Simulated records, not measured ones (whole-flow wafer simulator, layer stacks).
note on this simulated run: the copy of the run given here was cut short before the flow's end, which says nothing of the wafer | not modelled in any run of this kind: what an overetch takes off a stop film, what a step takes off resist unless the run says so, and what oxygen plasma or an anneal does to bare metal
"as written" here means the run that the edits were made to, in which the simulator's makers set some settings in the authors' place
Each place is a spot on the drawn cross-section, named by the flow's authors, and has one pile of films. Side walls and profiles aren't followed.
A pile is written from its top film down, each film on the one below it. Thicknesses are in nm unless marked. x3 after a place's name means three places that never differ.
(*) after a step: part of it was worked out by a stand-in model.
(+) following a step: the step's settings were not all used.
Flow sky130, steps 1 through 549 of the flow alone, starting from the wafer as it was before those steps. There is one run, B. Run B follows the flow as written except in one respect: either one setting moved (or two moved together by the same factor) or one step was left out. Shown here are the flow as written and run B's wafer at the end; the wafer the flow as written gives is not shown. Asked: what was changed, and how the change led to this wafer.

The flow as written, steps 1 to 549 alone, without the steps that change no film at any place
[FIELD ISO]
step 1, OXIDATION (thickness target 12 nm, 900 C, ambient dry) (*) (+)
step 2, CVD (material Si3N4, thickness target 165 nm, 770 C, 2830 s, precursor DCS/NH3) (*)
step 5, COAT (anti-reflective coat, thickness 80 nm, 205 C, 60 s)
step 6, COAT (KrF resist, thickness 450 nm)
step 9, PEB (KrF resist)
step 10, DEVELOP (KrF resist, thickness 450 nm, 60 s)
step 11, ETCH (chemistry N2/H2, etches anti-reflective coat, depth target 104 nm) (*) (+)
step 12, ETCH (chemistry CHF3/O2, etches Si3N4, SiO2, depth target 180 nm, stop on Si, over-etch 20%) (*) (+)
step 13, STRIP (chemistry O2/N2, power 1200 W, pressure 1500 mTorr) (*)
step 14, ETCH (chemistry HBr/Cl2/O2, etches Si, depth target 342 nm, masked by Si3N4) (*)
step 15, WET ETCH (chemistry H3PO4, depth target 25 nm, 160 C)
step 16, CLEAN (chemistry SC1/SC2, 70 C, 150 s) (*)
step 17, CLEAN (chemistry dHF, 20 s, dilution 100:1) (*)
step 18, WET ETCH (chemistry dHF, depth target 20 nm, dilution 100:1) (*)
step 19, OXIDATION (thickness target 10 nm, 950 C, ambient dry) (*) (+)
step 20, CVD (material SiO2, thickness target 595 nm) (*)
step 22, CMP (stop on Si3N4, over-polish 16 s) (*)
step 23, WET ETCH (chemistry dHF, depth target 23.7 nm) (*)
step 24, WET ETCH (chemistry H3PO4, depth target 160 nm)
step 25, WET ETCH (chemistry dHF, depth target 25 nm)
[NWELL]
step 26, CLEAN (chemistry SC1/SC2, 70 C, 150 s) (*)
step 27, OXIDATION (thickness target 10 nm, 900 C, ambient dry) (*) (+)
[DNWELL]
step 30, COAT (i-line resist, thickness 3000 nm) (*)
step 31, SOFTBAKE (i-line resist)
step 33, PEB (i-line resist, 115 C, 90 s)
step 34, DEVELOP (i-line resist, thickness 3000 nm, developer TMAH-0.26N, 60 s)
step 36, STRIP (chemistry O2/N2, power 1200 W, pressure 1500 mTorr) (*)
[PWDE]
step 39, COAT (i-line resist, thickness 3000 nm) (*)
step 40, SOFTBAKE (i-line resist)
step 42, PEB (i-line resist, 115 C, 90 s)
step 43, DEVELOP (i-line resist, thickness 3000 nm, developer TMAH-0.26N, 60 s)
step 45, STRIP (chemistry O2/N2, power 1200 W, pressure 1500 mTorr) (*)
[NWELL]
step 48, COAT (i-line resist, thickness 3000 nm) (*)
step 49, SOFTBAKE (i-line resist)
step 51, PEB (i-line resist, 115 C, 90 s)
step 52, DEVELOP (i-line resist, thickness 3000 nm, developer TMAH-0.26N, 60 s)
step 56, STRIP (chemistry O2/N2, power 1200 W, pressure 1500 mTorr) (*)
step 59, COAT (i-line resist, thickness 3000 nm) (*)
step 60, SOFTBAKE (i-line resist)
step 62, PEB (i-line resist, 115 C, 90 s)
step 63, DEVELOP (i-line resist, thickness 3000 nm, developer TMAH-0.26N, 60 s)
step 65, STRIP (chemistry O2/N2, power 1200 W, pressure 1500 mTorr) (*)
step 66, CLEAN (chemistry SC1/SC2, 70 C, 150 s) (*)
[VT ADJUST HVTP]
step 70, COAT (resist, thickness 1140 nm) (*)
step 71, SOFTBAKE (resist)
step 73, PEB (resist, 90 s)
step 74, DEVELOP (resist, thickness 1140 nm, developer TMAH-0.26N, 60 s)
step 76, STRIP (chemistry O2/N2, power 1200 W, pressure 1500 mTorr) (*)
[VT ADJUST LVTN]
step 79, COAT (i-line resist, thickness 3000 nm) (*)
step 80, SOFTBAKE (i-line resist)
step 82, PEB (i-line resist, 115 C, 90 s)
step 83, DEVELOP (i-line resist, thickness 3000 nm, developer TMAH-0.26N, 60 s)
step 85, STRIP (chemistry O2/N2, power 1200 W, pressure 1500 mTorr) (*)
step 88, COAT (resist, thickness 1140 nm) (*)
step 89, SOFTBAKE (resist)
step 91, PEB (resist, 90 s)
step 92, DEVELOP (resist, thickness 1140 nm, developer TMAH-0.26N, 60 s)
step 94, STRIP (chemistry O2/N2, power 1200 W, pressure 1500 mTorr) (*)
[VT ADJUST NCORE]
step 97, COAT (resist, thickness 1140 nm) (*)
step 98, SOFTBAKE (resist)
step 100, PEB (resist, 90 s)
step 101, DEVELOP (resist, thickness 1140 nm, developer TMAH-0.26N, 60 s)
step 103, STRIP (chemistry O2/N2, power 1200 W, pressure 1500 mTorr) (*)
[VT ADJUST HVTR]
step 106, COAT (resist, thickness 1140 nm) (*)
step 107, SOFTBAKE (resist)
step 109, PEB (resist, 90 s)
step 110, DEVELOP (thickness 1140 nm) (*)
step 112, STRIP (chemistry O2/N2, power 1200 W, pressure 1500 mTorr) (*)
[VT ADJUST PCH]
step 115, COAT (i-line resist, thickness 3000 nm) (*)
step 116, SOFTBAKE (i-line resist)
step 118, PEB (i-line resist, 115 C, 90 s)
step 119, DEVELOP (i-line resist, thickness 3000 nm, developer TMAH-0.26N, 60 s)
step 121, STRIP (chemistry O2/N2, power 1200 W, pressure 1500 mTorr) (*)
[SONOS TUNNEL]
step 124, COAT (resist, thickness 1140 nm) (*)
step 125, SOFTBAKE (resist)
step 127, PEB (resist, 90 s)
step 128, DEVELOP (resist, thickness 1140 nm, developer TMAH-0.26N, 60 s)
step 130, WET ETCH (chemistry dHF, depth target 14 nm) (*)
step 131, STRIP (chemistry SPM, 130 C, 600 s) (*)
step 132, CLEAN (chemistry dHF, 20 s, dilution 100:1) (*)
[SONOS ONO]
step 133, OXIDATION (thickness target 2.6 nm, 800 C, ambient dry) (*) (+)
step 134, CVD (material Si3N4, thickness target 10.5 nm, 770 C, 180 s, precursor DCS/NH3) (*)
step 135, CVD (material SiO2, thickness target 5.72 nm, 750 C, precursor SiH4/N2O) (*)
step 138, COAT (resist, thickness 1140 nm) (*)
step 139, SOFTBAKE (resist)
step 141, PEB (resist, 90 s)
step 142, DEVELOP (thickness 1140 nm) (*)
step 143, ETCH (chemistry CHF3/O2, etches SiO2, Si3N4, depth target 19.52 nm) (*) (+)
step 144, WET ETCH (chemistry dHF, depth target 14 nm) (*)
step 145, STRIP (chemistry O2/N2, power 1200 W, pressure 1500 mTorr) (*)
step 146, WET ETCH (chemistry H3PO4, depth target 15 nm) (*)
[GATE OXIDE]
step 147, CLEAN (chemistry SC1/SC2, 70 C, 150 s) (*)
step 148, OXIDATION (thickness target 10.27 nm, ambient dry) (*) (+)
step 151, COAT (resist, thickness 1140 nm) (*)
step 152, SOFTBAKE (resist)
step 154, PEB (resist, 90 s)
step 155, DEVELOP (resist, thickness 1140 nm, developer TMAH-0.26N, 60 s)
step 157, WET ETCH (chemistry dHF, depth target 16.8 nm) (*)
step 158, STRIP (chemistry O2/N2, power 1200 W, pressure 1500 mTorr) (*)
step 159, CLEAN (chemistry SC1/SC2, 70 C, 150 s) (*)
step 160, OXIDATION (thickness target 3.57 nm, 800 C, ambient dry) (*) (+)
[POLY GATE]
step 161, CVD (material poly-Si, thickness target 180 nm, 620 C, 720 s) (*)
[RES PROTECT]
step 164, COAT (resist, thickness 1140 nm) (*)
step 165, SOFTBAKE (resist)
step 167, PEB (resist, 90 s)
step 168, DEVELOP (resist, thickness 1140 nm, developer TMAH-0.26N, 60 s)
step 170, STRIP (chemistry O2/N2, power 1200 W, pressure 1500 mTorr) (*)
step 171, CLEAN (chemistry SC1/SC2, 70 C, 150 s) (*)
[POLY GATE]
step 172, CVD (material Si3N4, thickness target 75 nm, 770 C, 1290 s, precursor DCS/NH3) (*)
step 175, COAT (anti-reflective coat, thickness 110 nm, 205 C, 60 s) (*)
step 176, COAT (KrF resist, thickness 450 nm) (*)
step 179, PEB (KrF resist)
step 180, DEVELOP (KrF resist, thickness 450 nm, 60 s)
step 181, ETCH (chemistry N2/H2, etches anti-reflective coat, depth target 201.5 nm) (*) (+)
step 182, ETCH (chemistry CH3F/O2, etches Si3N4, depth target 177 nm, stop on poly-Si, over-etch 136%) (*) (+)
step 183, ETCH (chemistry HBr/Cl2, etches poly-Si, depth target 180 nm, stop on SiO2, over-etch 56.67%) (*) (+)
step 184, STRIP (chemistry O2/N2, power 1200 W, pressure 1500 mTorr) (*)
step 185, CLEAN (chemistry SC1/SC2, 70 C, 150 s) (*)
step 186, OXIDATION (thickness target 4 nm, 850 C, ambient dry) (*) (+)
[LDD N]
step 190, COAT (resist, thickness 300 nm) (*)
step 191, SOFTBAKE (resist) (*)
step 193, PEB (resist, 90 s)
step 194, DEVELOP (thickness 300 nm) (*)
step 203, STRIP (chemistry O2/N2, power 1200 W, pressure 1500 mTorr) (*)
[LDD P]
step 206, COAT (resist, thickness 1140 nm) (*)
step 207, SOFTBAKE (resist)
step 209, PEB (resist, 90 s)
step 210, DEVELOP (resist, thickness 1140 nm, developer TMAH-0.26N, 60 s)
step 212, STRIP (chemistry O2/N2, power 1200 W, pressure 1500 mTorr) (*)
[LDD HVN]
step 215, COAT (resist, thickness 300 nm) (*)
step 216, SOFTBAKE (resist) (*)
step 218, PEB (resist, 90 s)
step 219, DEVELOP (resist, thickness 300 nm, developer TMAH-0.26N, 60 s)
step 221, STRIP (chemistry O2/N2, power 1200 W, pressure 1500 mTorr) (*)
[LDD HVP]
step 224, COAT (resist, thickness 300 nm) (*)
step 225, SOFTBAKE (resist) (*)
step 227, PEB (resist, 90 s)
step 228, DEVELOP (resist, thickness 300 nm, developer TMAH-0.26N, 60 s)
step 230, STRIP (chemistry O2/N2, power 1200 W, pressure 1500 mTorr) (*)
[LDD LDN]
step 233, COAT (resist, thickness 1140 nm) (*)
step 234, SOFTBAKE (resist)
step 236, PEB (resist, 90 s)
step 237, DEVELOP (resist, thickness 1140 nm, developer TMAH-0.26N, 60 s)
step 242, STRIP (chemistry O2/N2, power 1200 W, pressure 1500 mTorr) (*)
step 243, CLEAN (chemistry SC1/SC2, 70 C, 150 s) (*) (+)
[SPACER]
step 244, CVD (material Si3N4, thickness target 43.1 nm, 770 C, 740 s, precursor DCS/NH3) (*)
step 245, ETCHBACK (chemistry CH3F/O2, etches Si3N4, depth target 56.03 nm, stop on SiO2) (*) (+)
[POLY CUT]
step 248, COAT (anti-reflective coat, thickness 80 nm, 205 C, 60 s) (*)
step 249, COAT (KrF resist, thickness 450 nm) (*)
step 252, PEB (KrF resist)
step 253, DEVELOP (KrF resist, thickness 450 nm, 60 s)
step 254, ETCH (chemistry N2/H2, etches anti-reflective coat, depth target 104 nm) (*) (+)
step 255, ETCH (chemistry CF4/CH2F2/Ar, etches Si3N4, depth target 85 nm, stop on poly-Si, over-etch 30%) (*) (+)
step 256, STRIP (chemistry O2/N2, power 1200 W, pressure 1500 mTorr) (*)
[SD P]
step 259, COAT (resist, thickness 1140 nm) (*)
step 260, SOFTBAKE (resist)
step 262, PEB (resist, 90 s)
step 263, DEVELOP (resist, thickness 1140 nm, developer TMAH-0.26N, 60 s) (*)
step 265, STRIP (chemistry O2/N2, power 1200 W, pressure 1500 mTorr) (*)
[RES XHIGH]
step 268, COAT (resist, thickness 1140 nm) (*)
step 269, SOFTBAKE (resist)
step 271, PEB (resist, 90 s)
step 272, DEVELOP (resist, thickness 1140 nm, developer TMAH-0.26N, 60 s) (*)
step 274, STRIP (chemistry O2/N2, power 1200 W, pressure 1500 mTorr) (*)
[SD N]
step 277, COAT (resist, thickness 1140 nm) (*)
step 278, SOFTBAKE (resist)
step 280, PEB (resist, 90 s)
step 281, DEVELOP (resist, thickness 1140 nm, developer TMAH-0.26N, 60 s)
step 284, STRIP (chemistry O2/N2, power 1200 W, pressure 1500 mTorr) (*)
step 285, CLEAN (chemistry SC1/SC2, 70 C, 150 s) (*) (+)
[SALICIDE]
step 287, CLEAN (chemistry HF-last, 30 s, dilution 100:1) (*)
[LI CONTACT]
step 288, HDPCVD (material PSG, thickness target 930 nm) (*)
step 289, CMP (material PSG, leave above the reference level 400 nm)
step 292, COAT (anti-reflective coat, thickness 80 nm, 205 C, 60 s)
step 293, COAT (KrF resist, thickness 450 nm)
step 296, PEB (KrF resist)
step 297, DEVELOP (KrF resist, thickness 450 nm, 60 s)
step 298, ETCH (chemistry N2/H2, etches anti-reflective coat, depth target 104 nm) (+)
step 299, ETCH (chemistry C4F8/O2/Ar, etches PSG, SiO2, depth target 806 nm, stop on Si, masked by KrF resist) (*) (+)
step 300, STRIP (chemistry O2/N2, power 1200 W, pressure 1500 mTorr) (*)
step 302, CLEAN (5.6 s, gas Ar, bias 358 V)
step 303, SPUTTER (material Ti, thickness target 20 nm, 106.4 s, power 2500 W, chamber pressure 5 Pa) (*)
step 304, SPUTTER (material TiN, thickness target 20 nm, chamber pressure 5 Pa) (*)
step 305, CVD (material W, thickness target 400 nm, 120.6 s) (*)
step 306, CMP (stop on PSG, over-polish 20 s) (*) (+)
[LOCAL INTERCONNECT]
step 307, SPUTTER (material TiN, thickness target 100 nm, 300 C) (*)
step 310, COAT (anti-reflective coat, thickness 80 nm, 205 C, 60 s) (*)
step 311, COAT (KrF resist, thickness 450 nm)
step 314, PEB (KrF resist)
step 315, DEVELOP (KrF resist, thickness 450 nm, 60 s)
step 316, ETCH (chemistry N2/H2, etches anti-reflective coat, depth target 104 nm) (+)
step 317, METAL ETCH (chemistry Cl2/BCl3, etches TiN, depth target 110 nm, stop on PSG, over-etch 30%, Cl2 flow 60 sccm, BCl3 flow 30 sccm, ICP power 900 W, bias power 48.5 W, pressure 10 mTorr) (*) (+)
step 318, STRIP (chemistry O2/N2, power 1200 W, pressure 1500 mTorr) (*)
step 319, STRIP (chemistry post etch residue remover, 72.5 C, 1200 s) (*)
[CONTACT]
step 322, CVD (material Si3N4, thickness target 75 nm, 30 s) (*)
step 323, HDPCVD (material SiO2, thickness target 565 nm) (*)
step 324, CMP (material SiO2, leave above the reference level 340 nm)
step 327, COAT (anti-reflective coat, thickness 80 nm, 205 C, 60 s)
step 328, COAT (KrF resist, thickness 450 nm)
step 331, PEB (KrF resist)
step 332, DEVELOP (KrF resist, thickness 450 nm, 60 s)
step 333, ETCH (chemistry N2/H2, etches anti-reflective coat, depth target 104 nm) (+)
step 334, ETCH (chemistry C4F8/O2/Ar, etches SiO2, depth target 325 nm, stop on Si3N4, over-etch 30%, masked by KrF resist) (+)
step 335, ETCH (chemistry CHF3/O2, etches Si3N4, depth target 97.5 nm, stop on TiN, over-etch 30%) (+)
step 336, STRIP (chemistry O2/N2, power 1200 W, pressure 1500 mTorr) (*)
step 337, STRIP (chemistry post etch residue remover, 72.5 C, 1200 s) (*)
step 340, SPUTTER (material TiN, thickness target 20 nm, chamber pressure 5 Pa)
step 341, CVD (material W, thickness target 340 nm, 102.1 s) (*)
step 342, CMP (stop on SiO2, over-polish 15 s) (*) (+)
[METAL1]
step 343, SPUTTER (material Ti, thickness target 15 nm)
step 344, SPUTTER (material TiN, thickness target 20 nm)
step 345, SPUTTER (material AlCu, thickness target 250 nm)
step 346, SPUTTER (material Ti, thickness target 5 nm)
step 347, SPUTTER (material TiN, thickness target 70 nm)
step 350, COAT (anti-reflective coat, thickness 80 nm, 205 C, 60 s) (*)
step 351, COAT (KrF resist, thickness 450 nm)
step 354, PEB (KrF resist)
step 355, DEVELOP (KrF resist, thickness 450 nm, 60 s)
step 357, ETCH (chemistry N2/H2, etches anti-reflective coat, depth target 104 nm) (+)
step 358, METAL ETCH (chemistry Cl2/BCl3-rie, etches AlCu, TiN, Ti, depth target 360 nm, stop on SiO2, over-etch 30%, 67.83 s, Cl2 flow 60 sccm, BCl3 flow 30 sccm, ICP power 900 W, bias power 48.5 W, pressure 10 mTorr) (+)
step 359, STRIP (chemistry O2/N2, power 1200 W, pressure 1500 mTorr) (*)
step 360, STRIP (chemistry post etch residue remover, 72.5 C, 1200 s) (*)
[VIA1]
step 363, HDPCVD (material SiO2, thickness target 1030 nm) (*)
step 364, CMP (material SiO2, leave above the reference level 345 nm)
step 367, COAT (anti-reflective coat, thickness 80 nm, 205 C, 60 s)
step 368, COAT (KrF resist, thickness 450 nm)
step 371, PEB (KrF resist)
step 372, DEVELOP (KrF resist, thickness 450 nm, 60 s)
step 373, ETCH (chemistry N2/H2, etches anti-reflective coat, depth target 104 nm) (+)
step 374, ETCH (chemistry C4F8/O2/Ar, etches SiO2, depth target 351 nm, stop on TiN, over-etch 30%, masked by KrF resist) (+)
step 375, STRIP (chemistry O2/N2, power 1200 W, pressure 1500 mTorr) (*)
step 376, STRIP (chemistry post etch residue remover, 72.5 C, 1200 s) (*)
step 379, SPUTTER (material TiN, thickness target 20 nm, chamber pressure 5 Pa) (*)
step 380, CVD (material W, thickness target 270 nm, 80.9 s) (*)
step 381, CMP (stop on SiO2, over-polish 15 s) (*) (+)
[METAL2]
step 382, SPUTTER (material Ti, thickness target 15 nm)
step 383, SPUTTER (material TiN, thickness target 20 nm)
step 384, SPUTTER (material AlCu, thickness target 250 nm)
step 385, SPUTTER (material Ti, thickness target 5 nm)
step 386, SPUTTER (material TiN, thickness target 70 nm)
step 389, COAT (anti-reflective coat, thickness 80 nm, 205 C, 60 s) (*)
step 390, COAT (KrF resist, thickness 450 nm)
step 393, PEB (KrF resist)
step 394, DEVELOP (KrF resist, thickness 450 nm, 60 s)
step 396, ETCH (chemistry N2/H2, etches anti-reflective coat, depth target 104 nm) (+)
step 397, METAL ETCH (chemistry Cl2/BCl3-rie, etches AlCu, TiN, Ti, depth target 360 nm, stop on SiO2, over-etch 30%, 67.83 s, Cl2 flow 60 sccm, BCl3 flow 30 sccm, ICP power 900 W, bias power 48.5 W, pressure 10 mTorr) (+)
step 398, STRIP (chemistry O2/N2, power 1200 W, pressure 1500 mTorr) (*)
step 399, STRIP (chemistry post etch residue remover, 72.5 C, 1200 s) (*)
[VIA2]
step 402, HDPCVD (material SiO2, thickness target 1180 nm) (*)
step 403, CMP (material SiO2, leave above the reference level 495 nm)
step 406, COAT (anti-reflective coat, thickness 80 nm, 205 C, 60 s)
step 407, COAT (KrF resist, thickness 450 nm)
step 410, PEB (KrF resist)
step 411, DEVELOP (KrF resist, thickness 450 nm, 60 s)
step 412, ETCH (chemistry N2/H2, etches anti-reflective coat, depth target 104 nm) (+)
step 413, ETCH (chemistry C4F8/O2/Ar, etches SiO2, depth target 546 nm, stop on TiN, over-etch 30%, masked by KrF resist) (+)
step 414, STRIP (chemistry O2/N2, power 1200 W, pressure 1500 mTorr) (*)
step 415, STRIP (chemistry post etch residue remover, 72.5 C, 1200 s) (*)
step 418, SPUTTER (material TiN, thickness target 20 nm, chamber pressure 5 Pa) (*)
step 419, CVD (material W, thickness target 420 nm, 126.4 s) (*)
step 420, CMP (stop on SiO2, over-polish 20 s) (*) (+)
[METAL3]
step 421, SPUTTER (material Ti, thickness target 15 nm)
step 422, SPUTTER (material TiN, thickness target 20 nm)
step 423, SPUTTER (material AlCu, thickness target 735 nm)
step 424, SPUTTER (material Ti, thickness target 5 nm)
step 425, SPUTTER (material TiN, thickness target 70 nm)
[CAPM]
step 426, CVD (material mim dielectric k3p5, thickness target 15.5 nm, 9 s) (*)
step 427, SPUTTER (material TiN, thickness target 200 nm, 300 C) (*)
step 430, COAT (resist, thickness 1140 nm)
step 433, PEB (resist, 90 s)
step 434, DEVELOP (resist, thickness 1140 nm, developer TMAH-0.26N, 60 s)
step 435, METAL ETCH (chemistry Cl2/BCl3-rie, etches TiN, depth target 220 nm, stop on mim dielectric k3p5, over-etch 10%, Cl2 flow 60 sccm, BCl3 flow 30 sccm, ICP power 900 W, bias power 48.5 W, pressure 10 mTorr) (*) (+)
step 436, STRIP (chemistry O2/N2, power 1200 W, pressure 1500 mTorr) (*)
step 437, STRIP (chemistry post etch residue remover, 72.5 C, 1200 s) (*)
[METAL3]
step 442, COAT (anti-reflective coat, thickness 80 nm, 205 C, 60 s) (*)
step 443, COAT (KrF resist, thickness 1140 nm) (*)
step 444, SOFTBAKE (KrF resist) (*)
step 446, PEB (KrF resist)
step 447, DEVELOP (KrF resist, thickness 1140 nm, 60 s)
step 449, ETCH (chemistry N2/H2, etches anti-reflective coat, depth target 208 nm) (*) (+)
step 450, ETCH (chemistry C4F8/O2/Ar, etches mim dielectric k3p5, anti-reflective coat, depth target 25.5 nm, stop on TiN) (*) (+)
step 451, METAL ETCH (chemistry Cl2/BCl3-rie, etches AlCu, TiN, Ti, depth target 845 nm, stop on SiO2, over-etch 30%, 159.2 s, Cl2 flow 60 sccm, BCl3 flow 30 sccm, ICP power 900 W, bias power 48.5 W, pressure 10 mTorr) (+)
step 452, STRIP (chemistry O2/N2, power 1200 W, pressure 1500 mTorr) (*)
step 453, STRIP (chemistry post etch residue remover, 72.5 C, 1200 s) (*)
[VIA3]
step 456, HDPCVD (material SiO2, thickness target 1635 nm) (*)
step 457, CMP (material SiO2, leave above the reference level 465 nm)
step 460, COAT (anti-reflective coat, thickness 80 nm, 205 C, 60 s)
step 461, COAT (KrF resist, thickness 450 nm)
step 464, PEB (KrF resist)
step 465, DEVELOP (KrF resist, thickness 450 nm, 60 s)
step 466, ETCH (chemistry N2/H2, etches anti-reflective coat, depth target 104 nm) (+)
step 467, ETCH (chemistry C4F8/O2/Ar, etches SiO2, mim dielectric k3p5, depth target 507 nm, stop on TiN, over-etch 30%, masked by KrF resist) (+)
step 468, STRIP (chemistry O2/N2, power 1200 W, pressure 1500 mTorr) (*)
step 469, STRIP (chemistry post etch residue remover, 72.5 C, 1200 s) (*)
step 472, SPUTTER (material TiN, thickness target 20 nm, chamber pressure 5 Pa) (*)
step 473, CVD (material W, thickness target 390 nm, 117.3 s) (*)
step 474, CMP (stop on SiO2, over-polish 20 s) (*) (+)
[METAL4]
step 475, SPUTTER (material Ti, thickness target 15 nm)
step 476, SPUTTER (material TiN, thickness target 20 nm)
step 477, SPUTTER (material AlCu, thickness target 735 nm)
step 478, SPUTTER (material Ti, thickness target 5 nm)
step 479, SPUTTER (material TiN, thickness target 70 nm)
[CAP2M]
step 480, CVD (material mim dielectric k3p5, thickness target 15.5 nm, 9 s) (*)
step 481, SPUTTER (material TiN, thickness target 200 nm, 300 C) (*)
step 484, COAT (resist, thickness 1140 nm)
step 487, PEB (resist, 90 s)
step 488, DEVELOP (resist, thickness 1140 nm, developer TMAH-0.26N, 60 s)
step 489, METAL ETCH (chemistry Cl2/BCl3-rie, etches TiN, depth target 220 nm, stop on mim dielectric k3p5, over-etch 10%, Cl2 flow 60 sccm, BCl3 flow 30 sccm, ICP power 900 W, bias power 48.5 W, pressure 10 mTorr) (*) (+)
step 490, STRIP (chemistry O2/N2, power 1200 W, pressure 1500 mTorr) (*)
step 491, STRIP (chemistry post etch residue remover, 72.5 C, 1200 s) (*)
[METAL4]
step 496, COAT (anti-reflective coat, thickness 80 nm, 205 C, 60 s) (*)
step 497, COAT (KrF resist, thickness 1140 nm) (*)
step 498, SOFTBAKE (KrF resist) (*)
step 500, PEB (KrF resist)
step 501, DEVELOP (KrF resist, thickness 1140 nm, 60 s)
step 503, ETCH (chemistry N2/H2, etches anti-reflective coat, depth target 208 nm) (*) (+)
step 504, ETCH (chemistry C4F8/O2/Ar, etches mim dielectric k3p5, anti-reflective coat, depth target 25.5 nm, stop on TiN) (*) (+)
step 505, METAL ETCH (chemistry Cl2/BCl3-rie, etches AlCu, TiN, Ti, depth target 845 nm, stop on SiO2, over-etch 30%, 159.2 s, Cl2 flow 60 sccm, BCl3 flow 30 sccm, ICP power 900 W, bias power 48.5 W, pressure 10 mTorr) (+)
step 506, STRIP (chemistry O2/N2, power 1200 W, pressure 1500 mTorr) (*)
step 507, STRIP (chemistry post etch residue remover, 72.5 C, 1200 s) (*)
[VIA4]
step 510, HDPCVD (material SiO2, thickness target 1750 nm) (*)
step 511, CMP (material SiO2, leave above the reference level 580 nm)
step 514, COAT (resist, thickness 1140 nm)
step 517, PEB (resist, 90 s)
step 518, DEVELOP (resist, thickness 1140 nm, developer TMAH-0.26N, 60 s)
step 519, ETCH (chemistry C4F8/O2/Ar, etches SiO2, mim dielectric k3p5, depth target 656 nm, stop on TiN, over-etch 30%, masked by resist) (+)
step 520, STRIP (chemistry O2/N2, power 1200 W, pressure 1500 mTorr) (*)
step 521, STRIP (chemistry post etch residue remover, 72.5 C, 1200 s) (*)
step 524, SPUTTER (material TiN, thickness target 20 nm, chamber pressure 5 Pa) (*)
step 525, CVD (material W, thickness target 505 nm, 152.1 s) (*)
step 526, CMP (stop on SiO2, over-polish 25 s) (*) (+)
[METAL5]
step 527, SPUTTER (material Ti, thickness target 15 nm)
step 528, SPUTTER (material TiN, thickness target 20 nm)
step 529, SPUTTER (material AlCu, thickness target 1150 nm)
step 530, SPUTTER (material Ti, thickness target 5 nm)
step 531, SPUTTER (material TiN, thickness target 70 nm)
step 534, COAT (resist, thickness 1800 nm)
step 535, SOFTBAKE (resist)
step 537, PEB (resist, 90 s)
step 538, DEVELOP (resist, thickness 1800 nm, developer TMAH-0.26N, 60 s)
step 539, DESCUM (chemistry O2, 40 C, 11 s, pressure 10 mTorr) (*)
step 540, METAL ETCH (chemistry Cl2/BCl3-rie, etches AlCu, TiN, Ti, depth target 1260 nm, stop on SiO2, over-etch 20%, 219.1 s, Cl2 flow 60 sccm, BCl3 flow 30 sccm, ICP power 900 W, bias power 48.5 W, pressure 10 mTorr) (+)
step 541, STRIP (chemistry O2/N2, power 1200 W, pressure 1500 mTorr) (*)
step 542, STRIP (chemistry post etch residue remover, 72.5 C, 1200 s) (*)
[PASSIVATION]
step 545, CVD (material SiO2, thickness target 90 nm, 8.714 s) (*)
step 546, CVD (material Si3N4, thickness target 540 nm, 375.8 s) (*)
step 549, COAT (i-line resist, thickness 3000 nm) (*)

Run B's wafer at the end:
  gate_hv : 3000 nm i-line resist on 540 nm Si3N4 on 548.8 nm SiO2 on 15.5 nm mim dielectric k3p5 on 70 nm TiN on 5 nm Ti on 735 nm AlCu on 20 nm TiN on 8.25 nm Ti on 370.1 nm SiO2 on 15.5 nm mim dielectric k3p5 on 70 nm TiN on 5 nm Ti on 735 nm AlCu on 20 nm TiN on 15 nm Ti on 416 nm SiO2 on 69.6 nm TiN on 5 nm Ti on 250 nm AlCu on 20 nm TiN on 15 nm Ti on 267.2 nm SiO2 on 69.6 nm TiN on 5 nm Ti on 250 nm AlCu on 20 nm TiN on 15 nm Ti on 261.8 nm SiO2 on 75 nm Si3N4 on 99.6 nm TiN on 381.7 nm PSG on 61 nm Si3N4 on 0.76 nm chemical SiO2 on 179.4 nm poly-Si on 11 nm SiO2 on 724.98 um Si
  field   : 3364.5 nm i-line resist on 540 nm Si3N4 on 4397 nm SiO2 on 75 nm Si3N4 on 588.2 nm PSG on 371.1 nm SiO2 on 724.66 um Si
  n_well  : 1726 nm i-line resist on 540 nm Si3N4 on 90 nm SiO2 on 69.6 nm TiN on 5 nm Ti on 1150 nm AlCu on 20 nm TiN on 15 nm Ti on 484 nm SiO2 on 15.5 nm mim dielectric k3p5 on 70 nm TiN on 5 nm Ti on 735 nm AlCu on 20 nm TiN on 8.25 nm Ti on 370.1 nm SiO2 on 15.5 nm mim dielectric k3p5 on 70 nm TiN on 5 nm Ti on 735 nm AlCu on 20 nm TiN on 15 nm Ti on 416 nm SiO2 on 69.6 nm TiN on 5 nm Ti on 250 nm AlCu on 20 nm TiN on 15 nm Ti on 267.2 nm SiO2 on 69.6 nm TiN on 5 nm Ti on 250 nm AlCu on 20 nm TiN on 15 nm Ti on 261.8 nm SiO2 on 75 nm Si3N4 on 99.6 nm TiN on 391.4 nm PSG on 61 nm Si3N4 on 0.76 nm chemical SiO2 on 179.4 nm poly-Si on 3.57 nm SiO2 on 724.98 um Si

What caused this: step 475, SPUTTER: thickness target 8.25 nm was run, though the flow has thickness target 15 nm.
One can read it off the wafer: gate_hv has Ti 8.25, and step 475 as written asks for 15 nm.

The path from the change to this, step by step:
  step 475, SPUTTER (material Ti, thickness target 15 nm)
      field, active, n_well and 189 more: +8.25 Ti (new film) (it would be, as written: +15 Ti (new film))
  step 505, METAL ETCH (chemistry Cl2/BCl3-rie, etches AlCu, TiN, Ti, depth target 845 nm, stop on SiO2, over-etch 30%, 159.2 s, Cl2 flow 60 sccm, BCl3 flow 30 sccm, ICP power 900 W, bias power 48.5 W, pressure 10 mTorr) (+)
      field, active, gate and 70 more: -70 TiN (all of it), -5 Ti (all of it), -735 AlCu (all of it), -20 TiN (all of it), -8.25 Ti (all of it), -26 SiO2 (it would be, as written: -70 TiN (all of it), -5 Ti (all of it), -735 AlCu (all of it), -20 TiN (all of it), -15 Ti (all of it), -25.4 SiO2)
      vpp_iso1, mim_edge_plate, m1_ln and 12 more: -70 TiN (all of it), -5 Ti (all of it), -735 AlCu (all of it), -20 TiN (all of it), -8.25 Ti (all of it), -26 SiO2 (it would be, as written: -70 TiN (all of it), -5 Ti (all of it), -735 AlCu (all of it), -20 TiN (all of it), -15 Ti (all of it), -25.3 SiO2)
